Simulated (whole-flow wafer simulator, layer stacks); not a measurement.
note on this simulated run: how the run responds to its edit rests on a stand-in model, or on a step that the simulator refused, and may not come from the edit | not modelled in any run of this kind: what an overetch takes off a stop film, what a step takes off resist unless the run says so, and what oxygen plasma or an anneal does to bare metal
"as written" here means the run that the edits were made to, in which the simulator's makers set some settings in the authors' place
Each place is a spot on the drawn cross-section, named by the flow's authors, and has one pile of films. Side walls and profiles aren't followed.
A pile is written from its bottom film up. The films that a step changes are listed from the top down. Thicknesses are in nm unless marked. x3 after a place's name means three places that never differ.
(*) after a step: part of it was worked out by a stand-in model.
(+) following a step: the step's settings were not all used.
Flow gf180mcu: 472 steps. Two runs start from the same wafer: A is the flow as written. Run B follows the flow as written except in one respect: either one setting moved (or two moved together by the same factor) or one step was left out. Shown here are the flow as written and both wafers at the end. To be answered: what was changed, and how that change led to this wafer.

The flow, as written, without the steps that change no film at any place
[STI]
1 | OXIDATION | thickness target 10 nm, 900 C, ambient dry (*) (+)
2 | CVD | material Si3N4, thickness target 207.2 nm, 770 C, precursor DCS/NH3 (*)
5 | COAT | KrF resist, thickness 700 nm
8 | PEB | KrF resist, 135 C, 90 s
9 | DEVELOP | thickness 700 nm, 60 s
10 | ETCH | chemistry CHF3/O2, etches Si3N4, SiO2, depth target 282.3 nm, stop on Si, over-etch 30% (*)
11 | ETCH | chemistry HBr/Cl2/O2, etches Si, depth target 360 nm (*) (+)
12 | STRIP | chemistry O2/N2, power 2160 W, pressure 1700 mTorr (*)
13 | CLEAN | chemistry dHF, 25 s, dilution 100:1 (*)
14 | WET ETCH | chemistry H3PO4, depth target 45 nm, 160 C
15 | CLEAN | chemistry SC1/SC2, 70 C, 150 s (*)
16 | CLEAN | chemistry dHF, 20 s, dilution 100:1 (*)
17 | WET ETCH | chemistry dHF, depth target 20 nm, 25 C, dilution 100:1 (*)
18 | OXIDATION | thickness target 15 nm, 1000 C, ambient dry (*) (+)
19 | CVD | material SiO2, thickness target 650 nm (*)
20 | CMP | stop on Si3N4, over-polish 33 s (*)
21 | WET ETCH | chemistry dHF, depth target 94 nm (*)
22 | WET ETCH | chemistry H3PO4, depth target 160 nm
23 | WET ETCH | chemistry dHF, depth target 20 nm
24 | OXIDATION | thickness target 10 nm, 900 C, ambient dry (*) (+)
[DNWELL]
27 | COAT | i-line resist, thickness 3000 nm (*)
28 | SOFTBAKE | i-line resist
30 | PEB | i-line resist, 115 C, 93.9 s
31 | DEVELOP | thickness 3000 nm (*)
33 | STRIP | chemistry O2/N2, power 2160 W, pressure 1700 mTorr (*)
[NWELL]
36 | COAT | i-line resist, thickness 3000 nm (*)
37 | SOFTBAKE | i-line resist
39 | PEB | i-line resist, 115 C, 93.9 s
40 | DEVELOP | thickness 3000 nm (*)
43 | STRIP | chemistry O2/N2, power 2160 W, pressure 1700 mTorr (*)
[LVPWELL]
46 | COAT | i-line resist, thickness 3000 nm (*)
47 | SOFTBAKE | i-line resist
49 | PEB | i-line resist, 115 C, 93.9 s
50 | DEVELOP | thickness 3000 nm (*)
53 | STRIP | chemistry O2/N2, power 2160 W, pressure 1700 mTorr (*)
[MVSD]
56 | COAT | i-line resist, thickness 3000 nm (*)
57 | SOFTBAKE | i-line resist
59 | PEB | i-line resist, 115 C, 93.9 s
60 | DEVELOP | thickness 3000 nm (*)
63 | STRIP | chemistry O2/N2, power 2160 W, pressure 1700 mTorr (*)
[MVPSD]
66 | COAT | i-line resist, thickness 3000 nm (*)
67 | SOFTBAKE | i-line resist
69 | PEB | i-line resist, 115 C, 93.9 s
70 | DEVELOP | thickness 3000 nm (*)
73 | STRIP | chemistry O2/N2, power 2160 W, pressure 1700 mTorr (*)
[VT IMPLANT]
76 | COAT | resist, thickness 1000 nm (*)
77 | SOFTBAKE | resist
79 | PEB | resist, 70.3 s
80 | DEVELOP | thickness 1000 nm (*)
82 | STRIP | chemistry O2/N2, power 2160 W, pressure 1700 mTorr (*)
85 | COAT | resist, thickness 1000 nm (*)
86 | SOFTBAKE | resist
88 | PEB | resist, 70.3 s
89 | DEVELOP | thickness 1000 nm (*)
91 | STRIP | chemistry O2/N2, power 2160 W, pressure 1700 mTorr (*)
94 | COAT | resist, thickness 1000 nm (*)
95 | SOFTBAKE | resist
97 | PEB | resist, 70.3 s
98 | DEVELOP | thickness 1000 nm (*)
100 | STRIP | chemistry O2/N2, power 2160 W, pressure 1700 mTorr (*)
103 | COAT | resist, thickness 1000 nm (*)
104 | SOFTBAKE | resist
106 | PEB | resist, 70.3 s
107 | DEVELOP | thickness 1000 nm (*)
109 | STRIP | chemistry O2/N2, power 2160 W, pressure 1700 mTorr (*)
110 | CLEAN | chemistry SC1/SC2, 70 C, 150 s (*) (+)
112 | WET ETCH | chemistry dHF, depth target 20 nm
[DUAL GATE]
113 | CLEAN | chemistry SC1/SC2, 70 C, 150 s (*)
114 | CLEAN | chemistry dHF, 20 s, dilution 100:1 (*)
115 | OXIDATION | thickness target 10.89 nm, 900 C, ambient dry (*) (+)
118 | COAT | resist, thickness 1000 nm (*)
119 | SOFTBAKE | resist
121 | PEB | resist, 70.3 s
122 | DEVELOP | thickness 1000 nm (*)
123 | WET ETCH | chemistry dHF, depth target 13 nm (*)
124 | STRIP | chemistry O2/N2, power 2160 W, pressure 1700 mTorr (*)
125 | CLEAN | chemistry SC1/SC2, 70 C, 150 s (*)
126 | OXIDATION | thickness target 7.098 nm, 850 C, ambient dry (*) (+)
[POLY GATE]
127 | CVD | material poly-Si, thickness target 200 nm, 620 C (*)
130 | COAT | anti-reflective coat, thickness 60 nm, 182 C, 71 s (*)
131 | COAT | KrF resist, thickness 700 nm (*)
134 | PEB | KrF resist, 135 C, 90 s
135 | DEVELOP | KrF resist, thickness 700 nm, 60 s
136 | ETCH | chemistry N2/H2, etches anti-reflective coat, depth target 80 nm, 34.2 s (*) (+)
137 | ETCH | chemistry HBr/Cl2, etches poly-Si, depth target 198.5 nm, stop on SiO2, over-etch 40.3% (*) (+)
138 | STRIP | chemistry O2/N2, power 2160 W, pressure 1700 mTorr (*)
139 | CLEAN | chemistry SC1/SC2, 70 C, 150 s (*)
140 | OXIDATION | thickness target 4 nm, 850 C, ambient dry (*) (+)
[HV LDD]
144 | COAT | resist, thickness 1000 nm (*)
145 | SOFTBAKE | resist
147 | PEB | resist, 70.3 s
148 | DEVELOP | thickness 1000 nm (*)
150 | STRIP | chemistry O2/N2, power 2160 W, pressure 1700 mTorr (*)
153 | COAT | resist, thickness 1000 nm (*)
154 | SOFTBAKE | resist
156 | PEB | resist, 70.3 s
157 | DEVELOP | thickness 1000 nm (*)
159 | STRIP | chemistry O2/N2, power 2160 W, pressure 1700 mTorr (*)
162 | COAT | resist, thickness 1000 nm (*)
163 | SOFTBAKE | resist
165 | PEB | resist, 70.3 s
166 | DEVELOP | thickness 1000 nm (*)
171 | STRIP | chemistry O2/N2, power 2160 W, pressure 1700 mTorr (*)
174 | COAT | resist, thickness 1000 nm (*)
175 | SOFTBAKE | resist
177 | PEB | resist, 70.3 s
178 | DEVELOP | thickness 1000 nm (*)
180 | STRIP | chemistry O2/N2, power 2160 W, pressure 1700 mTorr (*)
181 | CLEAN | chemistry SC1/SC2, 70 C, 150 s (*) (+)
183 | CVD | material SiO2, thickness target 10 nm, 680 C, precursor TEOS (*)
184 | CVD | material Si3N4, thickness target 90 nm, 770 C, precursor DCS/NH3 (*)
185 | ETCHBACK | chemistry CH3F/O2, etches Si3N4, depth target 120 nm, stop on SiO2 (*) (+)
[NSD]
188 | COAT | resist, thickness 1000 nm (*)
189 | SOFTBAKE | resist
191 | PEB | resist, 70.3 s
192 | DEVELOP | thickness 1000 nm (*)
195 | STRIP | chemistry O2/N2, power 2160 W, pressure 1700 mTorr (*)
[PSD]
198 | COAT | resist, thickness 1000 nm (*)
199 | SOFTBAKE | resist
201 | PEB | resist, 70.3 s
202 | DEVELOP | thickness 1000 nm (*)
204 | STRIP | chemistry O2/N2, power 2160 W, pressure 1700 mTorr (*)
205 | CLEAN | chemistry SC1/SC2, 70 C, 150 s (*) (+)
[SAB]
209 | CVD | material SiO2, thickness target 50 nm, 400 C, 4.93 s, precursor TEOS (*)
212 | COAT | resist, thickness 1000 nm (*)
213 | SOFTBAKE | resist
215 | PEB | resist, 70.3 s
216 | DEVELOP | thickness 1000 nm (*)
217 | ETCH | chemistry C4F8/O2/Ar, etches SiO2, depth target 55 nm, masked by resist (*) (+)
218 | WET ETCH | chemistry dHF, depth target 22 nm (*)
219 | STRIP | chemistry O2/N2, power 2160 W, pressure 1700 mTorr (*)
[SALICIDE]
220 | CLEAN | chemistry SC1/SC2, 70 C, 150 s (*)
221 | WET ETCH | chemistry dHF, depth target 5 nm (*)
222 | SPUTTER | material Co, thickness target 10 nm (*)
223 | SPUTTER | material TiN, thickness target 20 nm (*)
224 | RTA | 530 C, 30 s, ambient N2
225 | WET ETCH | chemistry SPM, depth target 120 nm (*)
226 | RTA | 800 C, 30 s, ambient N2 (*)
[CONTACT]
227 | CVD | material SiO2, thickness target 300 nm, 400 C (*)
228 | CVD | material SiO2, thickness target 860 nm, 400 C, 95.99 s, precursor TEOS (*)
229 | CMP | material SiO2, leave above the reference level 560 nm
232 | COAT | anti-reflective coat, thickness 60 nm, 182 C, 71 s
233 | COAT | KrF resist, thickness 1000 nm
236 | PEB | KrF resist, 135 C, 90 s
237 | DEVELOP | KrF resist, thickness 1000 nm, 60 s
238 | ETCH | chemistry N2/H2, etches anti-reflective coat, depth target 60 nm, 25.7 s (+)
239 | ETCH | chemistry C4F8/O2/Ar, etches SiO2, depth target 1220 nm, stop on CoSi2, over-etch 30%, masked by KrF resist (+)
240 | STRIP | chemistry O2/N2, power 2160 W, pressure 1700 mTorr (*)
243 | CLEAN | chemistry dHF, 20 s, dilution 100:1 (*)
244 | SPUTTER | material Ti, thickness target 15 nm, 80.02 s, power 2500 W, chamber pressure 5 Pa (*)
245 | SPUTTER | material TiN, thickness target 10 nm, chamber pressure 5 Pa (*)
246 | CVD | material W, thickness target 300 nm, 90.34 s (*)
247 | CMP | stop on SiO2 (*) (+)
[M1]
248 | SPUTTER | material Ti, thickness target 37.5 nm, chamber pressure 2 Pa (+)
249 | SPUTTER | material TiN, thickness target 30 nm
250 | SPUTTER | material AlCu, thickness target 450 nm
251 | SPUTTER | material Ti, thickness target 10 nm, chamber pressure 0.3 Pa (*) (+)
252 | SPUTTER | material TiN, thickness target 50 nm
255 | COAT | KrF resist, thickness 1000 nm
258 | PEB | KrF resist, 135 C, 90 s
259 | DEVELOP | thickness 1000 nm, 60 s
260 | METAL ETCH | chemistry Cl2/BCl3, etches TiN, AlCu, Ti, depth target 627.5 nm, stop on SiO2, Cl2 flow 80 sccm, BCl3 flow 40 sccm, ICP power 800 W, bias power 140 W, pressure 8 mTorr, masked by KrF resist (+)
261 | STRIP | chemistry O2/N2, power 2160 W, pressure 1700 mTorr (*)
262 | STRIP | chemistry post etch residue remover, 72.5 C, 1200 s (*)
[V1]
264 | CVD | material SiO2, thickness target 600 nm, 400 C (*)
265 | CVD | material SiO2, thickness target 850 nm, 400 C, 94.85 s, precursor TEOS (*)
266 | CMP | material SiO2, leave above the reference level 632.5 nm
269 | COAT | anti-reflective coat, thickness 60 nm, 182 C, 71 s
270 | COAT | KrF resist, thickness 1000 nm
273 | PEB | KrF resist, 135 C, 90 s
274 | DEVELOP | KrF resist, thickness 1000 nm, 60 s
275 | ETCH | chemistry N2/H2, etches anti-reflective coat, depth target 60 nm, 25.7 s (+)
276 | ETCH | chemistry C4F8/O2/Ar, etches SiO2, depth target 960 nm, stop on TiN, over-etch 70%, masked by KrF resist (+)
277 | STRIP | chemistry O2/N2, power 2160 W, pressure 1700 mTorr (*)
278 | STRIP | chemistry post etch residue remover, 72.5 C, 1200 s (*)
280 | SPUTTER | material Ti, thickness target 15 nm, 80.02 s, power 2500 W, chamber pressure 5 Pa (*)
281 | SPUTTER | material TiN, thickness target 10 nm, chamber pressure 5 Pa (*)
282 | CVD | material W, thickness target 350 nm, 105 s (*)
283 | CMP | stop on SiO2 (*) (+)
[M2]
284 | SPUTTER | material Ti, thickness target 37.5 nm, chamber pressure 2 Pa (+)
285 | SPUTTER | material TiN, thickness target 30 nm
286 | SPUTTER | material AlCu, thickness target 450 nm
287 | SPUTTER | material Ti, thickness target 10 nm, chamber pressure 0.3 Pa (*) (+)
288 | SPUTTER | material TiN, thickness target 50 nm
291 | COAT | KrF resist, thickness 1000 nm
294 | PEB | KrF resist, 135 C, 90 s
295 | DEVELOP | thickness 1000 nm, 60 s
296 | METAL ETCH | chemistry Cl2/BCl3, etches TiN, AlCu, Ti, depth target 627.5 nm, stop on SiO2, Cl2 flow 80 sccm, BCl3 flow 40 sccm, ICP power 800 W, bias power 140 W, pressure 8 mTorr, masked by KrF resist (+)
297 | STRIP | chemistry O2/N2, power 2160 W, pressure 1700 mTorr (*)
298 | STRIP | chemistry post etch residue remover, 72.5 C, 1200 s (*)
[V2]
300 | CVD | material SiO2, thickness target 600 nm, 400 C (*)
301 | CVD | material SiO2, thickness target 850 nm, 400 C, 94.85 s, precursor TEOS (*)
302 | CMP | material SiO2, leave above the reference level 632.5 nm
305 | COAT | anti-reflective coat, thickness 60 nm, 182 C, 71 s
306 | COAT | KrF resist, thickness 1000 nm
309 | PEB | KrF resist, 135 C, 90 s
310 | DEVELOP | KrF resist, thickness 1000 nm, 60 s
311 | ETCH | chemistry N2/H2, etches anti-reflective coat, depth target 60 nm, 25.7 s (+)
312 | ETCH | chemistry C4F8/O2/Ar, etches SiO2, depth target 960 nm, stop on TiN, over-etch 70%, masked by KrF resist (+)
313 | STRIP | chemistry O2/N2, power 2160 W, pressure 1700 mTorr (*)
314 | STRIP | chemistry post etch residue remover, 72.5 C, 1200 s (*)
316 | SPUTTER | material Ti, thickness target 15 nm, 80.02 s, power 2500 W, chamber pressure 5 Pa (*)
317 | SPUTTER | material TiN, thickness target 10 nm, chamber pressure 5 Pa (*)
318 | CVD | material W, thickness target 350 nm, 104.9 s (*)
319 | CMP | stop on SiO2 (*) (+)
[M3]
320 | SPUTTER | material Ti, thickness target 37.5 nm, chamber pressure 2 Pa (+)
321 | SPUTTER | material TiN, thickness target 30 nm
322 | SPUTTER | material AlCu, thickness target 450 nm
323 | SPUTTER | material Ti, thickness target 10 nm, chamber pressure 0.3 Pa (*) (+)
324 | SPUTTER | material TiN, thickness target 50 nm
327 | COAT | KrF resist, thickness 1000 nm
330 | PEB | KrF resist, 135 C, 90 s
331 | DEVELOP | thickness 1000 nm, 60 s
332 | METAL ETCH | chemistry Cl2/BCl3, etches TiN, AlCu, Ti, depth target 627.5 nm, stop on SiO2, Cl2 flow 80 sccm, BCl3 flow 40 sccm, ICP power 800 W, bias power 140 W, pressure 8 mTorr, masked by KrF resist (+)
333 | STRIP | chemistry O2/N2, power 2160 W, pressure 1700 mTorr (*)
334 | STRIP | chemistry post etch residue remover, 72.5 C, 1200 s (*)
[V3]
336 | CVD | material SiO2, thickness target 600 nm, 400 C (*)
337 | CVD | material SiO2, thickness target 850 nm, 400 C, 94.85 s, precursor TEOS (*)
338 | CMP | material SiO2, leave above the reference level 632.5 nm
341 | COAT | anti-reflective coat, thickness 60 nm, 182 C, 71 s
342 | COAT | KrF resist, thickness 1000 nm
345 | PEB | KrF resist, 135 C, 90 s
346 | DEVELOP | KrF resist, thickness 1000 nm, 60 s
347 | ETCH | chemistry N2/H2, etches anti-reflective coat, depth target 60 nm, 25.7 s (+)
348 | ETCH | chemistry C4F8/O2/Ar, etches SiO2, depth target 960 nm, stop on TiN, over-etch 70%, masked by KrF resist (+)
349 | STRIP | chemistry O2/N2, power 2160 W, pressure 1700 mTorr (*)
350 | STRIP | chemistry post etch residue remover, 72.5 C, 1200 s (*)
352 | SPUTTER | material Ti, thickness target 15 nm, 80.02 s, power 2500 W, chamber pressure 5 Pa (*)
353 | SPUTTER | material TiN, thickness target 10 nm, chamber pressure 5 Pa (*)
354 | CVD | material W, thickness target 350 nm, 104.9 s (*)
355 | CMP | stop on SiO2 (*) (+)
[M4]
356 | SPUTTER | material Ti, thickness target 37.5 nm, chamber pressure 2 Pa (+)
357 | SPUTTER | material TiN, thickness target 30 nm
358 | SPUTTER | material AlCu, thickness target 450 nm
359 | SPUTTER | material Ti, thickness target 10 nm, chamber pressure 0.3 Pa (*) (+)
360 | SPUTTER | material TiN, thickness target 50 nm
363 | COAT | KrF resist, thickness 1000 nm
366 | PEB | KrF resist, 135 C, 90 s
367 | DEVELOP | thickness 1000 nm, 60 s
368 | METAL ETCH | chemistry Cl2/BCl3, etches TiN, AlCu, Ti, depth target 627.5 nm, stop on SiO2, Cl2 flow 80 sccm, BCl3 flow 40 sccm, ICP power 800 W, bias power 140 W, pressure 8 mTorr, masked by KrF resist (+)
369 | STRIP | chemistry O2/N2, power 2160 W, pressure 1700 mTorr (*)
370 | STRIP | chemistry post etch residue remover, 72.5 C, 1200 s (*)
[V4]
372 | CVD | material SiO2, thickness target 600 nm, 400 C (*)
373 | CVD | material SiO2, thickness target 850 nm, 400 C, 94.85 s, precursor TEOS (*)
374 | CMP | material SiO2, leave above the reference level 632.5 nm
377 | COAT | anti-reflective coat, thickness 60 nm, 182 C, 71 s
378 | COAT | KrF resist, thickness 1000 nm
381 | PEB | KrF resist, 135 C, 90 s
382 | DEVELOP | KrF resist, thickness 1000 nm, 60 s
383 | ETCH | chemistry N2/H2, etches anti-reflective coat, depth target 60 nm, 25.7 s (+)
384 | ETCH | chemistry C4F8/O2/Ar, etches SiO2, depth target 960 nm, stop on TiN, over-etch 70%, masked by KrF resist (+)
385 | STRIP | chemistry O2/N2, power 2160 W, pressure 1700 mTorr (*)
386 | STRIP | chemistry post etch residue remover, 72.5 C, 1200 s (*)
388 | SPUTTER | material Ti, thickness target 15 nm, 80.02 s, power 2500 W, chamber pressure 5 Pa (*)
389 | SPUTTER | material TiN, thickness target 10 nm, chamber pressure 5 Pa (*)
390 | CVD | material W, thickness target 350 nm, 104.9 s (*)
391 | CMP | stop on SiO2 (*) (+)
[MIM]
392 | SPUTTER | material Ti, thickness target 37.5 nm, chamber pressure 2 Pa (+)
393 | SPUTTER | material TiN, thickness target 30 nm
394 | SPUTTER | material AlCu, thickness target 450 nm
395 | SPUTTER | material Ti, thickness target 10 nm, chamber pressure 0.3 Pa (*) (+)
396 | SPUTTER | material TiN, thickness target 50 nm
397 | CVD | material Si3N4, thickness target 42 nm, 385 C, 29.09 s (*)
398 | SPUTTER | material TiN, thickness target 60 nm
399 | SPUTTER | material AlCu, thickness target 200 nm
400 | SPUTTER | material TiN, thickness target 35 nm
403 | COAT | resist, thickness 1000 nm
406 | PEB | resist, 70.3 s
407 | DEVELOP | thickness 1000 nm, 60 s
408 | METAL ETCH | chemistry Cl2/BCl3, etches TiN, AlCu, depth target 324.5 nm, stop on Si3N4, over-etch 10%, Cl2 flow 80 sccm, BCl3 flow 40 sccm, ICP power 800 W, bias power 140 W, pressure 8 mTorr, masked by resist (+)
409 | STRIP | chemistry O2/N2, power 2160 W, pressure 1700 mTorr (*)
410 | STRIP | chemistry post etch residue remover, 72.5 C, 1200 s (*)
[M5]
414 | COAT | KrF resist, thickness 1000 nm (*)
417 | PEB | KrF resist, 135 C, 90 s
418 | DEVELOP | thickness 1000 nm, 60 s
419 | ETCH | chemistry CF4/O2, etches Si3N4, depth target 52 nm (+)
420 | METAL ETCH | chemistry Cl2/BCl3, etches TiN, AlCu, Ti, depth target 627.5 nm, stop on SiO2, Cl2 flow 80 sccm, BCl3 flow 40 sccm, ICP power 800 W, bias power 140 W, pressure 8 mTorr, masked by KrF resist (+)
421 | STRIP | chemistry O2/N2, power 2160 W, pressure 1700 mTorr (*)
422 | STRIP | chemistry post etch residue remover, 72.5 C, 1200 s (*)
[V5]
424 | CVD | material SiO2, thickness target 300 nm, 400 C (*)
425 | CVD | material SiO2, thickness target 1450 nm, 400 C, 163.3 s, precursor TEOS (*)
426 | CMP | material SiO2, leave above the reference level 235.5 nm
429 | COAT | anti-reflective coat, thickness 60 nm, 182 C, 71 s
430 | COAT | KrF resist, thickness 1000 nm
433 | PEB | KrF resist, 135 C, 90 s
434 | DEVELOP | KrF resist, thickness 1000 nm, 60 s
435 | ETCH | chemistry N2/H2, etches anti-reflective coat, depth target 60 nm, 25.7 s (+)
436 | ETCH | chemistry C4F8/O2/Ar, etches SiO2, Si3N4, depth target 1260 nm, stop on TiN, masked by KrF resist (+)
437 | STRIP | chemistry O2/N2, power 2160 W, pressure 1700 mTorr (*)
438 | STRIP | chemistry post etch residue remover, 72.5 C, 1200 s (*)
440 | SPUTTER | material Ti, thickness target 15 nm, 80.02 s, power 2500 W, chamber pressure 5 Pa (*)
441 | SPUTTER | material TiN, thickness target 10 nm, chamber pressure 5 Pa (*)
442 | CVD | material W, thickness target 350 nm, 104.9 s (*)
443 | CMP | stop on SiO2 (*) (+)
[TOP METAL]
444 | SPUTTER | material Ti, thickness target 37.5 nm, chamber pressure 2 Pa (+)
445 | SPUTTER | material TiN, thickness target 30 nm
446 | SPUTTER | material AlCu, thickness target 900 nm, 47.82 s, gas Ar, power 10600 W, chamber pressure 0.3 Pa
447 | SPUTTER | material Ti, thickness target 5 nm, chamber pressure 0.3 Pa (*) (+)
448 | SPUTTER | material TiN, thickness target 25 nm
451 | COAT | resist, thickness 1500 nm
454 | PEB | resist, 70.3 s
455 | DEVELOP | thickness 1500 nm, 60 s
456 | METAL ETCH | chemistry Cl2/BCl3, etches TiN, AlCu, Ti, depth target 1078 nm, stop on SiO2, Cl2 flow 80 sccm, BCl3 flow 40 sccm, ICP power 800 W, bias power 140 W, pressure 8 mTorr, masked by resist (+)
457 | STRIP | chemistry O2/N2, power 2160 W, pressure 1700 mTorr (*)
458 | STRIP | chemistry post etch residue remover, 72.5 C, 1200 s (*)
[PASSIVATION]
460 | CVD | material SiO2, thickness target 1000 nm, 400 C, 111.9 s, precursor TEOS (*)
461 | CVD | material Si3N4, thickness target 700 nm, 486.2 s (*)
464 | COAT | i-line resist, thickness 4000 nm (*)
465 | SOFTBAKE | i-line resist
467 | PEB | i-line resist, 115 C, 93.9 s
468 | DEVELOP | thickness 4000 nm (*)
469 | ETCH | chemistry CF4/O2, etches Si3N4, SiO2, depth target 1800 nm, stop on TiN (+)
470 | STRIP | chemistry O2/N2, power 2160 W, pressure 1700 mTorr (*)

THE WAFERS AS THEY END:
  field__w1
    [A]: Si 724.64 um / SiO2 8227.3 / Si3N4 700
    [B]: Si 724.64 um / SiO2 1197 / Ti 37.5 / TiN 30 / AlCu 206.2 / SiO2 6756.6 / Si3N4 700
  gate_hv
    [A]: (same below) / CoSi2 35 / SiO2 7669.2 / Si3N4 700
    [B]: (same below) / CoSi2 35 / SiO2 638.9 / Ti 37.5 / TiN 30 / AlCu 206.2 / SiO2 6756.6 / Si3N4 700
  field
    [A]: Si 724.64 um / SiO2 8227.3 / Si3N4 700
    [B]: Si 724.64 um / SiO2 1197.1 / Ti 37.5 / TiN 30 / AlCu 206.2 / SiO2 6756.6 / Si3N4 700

Cause: step 260, METAL ETCH: depth target 298.1 nm was run, while the flow as written has depth target 627.5 nm.

How this came from the change, step by step:
  260 | METAL ETCH | chemistry Cl2/BCl3, etches TiN, AlCu, Ti, depth target 627.5 nm, stop on SiO2, Cl2 flow 80 sccm, BCl3 flow 40 sccm, ICP power 800 W, bias power 140 W, pressure 8 mTorr, masked by KrF resist (+)
      field, field__w1, field__w2 and 99 more: A TiN loses 50 (all of it), Ti loses 10 (all of it), AlCu loses 450 (all of it), TiN loses 30 (all of it), Ti loses 37.5 (all of it) | B TiN loses 50 (all of it), Ti loses 10 (all of it), AlCu loses 238.1
      field__w8, contact, m1 and 6 more: A KrF resist loses 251 | B KrF resist loses 119.2
  261 | STRIP | chemistry O2/N2, power 2160 W, pressure 1700 mTorr (*)
      field__w8, contact, m1 and 6 more: A KrF resist loses 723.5 (all of it) | B KrF resist loses 855.3 (all of it)
  262 | STRIP | chemistry post etch residue remover, 72.5 C, 1200 s (*)
      field, field__w1, field__w2 and 99 more: A nothing | B AlCu loses 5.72
  264 | CVD | material SiO2, thickness target 600 nm, 400 C (*)
      field, field__w1, field__w2 and 99 more: A SiO2 gains 600 | B SiO2 gains 600 (new film)
  266 | CMP | material SiO2, leave above the reference level 632.5 nm
      field, field__w1, field__w2 and 99 more: A SiO2 loses 300 | B SiO2 loses 573.7
With metal films that touch counted as one body, field__w1 has 1 body; the flow as written gives 0 bodies.
With metal films that touch counted as one body, gate_hv has 2 bodies (between them, from the top down: SiO2 638.9); the flow as written gives 1 body.
With metal films that touch counted as one body, field has 1 body; the flow as written gives 0 bodies.
